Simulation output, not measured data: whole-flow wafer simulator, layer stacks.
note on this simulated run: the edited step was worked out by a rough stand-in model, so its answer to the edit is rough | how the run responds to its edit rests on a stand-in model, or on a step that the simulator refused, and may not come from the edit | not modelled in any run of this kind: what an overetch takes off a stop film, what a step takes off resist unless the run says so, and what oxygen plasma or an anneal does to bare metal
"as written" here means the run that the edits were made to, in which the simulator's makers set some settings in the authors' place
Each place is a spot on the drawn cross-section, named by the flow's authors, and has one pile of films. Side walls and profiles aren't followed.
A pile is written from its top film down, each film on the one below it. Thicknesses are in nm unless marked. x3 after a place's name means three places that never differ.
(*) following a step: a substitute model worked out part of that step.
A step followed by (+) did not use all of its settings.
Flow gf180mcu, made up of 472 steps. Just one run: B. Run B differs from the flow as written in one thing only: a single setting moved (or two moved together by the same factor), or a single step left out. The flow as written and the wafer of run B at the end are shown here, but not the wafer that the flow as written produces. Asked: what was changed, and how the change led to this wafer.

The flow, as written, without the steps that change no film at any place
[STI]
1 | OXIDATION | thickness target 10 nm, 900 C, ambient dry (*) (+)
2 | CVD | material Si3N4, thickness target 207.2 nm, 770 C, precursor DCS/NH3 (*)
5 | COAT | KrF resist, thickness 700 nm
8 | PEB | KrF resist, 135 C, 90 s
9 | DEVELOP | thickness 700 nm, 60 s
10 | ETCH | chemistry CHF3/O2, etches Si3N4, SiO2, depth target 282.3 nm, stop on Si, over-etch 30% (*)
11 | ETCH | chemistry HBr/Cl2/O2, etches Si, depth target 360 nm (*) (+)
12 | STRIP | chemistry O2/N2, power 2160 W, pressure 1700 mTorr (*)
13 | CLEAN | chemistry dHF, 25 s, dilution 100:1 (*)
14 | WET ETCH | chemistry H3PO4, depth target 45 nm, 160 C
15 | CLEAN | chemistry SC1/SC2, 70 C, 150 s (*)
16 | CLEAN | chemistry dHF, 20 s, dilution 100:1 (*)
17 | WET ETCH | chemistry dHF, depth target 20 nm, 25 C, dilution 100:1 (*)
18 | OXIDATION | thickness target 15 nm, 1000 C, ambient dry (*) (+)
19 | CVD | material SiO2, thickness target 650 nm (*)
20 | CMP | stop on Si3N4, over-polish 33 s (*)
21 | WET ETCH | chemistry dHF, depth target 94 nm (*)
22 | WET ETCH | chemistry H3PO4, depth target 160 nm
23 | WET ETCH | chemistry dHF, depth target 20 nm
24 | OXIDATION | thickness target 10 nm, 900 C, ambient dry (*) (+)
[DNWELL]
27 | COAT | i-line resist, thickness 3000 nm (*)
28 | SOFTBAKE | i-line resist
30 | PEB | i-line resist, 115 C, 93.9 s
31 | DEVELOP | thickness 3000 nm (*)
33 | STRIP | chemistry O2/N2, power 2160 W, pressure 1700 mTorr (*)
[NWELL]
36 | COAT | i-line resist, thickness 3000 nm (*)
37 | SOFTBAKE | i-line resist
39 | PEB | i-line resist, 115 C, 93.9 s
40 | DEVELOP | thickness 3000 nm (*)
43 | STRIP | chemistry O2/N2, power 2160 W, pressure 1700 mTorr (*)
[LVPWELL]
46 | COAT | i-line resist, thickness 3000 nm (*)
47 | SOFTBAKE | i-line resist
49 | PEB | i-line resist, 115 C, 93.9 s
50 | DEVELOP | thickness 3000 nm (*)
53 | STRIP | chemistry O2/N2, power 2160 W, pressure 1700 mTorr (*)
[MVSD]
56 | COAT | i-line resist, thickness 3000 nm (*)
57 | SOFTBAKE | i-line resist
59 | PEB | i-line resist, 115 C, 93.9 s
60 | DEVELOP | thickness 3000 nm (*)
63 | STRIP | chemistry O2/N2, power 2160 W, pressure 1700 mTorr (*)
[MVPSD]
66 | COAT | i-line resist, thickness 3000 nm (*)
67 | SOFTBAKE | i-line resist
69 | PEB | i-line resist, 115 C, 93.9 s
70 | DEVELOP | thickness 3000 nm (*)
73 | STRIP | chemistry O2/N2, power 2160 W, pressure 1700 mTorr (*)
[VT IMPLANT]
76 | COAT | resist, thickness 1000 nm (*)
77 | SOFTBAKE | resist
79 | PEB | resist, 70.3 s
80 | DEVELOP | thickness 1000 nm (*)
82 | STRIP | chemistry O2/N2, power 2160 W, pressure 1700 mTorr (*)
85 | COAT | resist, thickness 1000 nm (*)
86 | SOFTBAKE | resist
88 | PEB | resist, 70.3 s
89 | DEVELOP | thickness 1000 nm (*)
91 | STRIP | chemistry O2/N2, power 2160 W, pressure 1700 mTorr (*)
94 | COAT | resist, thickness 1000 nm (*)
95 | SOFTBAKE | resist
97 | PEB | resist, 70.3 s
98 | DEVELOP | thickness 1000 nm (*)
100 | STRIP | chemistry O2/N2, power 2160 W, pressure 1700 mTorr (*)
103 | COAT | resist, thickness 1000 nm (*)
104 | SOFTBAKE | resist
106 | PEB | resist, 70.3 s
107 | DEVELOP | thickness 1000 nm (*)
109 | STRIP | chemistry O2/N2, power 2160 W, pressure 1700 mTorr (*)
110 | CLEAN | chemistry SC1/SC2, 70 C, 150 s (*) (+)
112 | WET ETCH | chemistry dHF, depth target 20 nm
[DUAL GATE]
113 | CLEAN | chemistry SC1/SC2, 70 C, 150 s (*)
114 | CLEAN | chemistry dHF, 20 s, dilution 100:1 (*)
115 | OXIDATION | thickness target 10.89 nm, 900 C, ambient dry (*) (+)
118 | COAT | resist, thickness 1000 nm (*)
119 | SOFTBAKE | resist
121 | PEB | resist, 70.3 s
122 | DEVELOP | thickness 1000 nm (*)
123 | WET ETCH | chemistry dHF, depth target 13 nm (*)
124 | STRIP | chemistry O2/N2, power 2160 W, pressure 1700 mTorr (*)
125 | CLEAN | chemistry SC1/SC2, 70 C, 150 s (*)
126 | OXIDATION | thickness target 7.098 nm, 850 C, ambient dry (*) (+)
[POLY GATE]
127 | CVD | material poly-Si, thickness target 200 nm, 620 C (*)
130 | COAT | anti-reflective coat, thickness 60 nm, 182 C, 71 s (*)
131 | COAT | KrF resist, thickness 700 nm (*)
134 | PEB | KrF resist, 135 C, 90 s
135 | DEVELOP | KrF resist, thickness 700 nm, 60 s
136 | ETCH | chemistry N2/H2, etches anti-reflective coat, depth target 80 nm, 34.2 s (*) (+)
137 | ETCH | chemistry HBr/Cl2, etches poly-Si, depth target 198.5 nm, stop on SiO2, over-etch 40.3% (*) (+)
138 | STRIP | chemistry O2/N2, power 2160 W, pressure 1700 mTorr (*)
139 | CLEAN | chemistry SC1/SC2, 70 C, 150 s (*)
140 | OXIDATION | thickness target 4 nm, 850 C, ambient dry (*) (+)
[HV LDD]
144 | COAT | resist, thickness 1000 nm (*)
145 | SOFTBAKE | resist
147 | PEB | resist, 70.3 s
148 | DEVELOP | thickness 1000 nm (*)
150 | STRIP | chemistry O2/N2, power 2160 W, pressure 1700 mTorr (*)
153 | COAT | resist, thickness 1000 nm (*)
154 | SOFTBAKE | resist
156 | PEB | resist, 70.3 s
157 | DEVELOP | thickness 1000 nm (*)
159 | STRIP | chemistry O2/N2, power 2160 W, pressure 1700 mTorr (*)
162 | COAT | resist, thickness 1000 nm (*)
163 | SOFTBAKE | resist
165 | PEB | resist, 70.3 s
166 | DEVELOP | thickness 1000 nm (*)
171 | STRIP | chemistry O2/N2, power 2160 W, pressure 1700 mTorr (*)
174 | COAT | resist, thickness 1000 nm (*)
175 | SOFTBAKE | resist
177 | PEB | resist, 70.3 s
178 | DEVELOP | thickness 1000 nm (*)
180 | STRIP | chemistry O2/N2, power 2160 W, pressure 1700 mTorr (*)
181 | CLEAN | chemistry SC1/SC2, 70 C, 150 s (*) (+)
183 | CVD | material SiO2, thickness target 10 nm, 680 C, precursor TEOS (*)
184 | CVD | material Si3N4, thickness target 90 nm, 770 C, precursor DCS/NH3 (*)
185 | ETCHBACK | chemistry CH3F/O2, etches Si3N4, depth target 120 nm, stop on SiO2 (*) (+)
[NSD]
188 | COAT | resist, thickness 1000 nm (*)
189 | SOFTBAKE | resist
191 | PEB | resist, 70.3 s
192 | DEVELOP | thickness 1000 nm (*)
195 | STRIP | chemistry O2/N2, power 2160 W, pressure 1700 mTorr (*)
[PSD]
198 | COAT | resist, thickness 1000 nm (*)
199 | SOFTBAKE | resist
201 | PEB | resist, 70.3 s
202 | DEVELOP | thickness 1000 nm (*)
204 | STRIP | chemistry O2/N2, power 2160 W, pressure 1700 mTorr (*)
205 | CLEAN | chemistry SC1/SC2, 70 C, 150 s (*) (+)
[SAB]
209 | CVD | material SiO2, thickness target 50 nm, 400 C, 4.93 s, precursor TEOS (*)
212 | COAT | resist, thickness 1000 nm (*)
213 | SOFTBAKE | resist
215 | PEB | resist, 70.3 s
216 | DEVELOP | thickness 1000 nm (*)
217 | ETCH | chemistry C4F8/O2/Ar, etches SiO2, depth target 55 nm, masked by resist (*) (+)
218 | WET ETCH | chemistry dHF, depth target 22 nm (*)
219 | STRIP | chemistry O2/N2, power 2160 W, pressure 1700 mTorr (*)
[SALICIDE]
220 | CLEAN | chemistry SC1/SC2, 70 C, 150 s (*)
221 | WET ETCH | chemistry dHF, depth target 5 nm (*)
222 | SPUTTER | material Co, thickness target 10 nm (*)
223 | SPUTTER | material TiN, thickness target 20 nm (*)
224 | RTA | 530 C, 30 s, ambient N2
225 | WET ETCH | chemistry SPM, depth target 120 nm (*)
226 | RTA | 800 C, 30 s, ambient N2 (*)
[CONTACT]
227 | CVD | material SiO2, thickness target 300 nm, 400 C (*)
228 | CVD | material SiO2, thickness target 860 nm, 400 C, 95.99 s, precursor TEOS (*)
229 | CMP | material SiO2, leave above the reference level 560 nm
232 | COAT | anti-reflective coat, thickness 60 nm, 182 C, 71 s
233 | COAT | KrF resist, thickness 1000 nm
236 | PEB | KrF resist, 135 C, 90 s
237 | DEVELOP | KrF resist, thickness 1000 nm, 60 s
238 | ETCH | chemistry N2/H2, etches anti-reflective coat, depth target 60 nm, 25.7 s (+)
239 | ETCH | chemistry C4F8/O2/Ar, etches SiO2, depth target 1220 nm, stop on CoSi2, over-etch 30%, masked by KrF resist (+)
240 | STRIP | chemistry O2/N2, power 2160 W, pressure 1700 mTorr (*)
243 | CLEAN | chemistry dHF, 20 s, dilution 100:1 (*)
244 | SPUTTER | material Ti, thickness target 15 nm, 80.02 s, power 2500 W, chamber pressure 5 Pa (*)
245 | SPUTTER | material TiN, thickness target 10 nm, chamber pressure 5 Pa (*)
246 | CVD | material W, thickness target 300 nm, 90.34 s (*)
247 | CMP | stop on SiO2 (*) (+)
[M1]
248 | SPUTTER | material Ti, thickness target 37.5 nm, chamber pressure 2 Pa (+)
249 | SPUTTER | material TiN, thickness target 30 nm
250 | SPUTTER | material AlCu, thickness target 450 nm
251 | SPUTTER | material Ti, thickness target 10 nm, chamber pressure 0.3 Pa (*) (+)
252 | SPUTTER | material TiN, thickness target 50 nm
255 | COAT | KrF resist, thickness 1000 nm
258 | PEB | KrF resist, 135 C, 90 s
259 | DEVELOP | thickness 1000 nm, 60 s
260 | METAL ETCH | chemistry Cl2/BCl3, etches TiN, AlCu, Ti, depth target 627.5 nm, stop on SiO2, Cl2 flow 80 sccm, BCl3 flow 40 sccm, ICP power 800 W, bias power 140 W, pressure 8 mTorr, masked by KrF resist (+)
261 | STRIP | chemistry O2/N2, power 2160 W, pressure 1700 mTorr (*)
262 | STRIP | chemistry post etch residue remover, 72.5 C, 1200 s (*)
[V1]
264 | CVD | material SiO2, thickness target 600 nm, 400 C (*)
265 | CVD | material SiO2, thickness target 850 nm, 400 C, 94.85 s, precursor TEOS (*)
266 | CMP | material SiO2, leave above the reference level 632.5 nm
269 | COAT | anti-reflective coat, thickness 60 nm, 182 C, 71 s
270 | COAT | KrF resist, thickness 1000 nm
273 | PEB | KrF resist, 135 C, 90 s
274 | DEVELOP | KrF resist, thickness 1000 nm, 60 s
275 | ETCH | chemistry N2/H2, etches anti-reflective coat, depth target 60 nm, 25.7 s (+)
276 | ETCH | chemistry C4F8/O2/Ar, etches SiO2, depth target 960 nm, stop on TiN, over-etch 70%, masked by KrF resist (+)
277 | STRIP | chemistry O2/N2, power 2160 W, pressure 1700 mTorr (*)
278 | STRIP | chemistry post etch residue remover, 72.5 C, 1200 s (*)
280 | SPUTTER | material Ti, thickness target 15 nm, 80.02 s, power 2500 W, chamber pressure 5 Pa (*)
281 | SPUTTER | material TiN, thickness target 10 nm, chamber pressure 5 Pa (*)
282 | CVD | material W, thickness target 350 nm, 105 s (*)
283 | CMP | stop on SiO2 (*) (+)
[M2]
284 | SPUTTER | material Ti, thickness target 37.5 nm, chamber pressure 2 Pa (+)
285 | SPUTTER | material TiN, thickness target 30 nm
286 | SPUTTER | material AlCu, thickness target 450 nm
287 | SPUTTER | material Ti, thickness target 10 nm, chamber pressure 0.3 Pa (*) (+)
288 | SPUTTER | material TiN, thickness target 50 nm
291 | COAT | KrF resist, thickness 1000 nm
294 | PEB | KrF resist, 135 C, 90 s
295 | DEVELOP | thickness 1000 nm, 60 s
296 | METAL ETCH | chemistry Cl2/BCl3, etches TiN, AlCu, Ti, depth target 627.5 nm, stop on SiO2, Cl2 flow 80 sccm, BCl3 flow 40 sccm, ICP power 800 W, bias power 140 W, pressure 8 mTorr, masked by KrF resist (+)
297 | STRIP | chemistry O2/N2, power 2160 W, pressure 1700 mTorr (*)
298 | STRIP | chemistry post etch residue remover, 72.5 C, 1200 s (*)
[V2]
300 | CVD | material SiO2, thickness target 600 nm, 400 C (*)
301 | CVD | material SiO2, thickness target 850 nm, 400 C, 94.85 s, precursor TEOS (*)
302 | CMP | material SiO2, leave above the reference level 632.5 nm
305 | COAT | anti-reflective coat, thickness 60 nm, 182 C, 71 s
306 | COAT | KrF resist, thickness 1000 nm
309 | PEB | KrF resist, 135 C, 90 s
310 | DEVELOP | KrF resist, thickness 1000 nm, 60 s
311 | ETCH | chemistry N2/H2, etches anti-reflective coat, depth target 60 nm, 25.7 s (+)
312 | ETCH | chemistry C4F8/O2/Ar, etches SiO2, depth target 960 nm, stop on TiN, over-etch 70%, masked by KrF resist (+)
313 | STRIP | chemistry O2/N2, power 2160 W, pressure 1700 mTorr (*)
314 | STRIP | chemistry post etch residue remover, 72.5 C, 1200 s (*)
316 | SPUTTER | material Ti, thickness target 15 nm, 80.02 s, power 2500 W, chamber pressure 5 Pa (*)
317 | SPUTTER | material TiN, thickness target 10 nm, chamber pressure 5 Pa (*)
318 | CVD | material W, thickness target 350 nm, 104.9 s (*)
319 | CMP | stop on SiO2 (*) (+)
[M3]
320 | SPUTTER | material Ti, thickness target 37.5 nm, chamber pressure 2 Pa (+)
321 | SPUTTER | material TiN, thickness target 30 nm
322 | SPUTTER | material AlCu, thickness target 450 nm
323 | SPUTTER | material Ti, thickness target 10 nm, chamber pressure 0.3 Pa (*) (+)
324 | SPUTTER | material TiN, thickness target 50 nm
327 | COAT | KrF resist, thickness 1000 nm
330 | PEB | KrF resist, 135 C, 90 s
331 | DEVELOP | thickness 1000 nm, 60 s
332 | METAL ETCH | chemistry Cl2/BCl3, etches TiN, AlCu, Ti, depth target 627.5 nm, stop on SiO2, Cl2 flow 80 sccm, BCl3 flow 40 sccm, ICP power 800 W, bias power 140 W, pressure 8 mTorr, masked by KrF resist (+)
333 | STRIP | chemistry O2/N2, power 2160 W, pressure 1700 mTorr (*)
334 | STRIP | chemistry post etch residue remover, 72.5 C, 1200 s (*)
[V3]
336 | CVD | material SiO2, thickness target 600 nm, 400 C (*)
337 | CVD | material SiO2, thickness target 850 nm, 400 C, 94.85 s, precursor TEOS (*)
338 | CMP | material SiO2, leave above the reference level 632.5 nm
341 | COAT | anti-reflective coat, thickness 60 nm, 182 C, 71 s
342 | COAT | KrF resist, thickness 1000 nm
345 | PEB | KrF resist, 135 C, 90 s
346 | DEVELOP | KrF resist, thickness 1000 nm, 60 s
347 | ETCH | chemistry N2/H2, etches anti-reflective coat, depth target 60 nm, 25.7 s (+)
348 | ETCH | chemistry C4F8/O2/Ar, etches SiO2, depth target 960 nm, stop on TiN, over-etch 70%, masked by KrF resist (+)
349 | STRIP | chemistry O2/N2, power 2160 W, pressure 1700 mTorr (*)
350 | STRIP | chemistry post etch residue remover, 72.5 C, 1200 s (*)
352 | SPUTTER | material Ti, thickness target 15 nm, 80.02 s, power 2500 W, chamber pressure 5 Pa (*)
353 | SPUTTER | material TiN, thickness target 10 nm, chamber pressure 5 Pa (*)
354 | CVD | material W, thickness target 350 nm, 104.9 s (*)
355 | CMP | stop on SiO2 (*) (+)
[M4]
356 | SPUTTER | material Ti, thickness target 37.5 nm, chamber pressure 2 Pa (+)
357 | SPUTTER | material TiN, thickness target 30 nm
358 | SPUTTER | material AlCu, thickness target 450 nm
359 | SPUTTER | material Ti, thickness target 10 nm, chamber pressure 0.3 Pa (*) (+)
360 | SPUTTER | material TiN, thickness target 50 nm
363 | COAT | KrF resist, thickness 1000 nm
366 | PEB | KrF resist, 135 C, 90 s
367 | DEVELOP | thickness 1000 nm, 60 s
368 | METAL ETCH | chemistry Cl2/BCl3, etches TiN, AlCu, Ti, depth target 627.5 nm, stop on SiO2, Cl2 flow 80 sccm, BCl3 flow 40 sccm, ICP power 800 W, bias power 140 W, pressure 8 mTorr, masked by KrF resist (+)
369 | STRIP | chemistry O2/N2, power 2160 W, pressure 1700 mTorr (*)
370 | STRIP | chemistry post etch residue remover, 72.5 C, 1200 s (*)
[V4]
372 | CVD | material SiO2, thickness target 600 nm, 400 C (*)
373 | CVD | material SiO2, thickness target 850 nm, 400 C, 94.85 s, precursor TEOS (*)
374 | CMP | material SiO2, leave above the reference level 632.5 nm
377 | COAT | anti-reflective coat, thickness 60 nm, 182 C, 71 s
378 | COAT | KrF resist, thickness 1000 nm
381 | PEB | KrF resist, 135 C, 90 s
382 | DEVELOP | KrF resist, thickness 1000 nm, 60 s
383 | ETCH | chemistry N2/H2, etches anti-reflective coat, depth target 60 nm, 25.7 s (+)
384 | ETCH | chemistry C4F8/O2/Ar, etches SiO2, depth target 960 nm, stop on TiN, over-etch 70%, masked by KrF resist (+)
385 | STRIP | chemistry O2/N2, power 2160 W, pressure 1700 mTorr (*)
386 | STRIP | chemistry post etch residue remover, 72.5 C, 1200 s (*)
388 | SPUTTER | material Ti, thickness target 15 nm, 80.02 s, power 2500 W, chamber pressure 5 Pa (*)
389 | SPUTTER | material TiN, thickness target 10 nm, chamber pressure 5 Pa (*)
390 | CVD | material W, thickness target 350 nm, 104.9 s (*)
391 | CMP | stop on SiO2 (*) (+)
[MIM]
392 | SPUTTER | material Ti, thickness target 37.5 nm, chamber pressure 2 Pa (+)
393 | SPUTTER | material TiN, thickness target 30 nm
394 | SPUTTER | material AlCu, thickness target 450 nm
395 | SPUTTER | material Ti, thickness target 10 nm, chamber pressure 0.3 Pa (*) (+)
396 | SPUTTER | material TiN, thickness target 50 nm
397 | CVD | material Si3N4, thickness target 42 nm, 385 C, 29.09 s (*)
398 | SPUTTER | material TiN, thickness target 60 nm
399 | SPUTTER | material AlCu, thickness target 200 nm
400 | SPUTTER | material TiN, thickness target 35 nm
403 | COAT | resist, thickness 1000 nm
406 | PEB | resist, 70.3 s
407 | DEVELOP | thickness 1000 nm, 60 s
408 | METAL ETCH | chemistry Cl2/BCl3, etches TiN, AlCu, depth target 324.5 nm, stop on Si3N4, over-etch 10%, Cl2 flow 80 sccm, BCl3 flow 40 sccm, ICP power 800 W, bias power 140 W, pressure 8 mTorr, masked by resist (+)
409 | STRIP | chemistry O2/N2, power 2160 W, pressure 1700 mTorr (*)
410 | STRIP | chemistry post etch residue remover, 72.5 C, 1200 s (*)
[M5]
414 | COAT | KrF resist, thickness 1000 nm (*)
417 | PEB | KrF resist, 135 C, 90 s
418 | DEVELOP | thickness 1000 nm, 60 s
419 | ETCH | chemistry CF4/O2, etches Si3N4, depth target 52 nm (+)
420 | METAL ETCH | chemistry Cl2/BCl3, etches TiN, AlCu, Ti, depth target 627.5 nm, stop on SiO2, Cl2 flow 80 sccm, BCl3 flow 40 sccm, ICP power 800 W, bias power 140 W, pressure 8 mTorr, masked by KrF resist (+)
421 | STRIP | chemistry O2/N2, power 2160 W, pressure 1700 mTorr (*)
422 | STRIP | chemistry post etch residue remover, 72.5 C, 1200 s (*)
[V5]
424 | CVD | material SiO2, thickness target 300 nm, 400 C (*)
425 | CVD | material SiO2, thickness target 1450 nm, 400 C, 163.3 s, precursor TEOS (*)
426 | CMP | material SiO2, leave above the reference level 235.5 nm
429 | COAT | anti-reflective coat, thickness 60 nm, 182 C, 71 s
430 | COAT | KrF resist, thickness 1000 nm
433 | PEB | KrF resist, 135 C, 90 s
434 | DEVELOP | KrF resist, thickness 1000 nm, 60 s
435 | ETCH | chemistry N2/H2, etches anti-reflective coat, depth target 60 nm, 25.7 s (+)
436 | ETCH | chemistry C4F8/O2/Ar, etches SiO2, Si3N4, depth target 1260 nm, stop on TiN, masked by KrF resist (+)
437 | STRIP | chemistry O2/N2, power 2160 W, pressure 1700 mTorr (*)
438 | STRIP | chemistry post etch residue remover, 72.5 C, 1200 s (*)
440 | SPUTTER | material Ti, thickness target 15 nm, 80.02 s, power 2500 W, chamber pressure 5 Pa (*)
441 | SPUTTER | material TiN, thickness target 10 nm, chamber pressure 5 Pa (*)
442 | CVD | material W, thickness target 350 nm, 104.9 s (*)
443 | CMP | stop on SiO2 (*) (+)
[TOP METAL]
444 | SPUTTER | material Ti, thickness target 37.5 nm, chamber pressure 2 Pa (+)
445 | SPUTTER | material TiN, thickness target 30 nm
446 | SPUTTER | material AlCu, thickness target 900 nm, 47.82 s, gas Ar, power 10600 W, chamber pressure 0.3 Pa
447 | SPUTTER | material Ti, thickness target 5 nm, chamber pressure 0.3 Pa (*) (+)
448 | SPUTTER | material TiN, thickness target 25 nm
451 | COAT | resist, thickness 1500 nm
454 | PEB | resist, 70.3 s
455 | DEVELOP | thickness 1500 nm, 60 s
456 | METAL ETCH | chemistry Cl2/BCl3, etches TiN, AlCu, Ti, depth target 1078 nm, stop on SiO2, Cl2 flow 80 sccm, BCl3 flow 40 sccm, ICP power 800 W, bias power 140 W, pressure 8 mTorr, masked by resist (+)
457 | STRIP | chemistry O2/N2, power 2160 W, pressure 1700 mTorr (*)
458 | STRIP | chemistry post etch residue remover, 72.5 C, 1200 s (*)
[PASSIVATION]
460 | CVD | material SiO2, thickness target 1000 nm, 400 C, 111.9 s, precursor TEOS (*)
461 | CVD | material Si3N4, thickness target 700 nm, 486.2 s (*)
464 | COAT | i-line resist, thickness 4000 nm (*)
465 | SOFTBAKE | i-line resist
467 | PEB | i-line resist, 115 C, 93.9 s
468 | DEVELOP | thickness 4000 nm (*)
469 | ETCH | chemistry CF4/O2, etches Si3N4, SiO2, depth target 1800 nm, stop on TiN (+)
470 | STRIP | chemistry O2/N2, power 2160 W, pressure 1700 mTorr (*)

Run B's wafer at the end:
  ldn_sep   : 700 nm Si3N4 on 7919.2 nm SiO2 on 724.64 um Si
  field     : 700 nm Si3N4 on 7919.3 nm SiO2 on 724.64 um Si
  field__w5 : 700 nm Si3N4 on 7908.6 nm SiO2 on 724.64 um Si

Cause: step 425, CVD: thickness target 834 nm was run, whereas the flow has thickness target 1450 nm; step 425, CVD: 93.89 s was run, where the flow has 163.3 s.

The path from the change to this, step by step:
  425 | CVD | material SiO2, thickness target 1450 nm, 400 C, 163.3 s, precursor TEOS (*)
      field, field__w1, field__w4 and 100 more: SiO2 gains 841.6 (in the flow as written it would be: SiO2 gains 1450)
      field__w2, field__w3, field__w12 and 6 more: SiO2 gains 825.8 (in the flow as written it would be: SiO2 gains 1421.8)
  426 | CMP | material SiO2, leave above the reference level 235.5 nm
      field, field__w1, field__w5 and 92 more: nothing (in the flow as written it would be: SiO2 loses 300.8)
      field__w2, field__w3, field__w12 and 6 more: nothing (in the flow as written it would be: SiO2 loses 272.7)
      (and at 8 other places as well)
  429 | COAT | anti-reflective coat, thickness 60 nm, 182 C, 71 s
      p_well, sti, spacer, sd_n, pad, dice_street, nplus_u: anti-reflective coat gains 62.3 (new film) (in the flow as written it would be: anti-reflective coat gains 60 (new film))
      field_sub, ld_fp_n, ld_drift_n, ld_drn_n, gate_p_hv: anti-reflective coat gains 61.3 (new film) (in the flow as written it would be: anti-reflective coat gains 60 (new film))
      (and at 51 other places as well)
  430 | COAT | KrF resist, thickness 1000 nm
      field: KrF resist gains 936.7 (new film) (in the flow as written it would be: KrF resist gains 1000 (new film))
      field__w7: KrF resist gains 1076.3 (new film) (in the flow as written it would be: KrF resist gains 1000 (new film))
      (and at 26 other places as well)
  433 | PEB | KrF resist, 135 C, 90 s
      ppoly_u, npoly_sal, nw_enc_fld_lv: KrF resist loses 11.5 (in the flow as written it would be: KrF resist loses 10.5)
      polyc_n, polyc_p_rim: KrF resist loses 13.6 (in the flow as written it would be: KrF resist loses 10.5)
      (and at 16 other places as well)
  434 | DEVELOP | KrF resist, thickness 1000 nm, 60 s
      contact: KrF resist loses 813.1 (all of it) (in the flow as written it would be: KrF resist loses 989.5 (all of it))
  435 | ETCH | chemistry N2/H2, etches anti-reflective coat, depth target 60 nm, 25.7 s (+)
      contact: anti-reflective coat loses 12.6 (all of it), SiO2 loses 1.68 (in the flow as written it would be: anti-reflective coat loses 60 (all of it), SiO2 loses 0.46)
  437 | STRIP | chemistry O2/N2, power 2160 W, pressure 1700 mTorr (*)
      p_well, sti, spacer, sd_n, pad, dice_street: KrF resist loses 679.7 (all of it), anti-reflective coat loses 62.3 (all of it) (in the flow as written it would be: KrF resist loses 679.2 (all of it), anti-reflective coat loses 60 (all of it))
      field: KrF resist loses 616.9 (all of it), anti-reflective coat loses 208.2 (all of it) (in the flow as written it would be: KrF resist loses 679.2 (all of it), anti-reflective coat loses 60 (all of it))
      (and at 56 other places as well)
  440 | SPUTTER | material Ti, thickness target 15 nm, 80.02 s, power 2500 W, chamber pressure 5 Pa (*)
      field__w2: Ti gains 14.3 (new film) (in the flow as written it would be: Ti gains 15 (new film))
      contact: Ti gains 9.7 (new film) (in the flow as written it would be: Ti gains 8.12 (new film))
  441 | SPUTTER | material TiN, thickness target 10 nm, chamber pressure 5 Pa (*)
      contact: TiN gains 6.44 (new film) (in the flow as written it would be: TiN gains 5.38 (new film))
  442 | CVD | material W, thickness target 350 nm, 104.9 s (*)
      contact: W gains 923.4 (new film) (in the flow as written it would be: W gains 1233.6 (new film))
  443 | CMP | stop on SiO2 (*) (+)
      field__w3, field__w12, npoly_sal, ppoly_sal, nw_sep_fld, gate_hv5, gate_p_hv5, sti_nw: W loses 350 (all of it), TiN loses 10 (all of it), Ti loses 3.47 (in the flow as written it would be: W loses 350 (all of it), TiN loses 10 (all of it), Ti loses 15 (all of it), SiO2 loses 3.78)
      field__w2: W loses 350.6 (all of it), TiN loses 9.5 (all of it), Ti loses 2.78 (in the flow as written it would be: W loses 350 (all of it), TiN loses 10 (all of it), Ti loses 15 (all of it), SiO2 loses 3.78)
      (and at 7 other places as well)
  444 | SPUTTER | material Ti, thickness target 37.5 nm, chamber pressure 2 Pa (+)
      field__w2, field__w3, field__w12 and 6 more: Ti gains 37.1 (in the flow as written it would be: Ti gains 37.5 (new film))
  445 | SPUTTER | material TiN, thickness target 30 nm
      field__w2, field__w3, field__w12 and 6 more: TiN gains 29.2 (new film) (in the flow as written it would be: TiN gains 30 (new film))
  447 | SPUTTER | material Ti, thickness target 5 nm, chamber pressure 0.3 Pa (*) (+)
      field__w2: Ti gains 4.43 (new film) (in the flow as written it would be: Ti gains 5 (new film))
  448 | SPUTTER | material TiN, thickness target 25 nm
      field__w3, field__w12, npoly_sal, ppoly_sal, nw_sep_fld, gate_hv5, gate_p_hv5, sti_nw: TiN gains 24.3 (new film) (in the flow as written it would be: TiN gains 25 (new film))
      field__w2: TiN gains 22 (new film) (in the flow as written it would be: TiN gains 25 (new film))
  ... 9 other steps ...
  470 | STRIP | chemistry O2/N2, power 2160 W, pressure 1700 mTorr (*)
      field__w8, m1__w1: i-line resist loses 1492.4 (all of it) (in the flow as written it would be: i-line resist loses 1775.9 (all of it))
      m1: i-line resist loses 1506 (all of it) (in the flow as written it would be: i-line resist loses 1798.9 (all of it))
      (and at 3 other places as well)
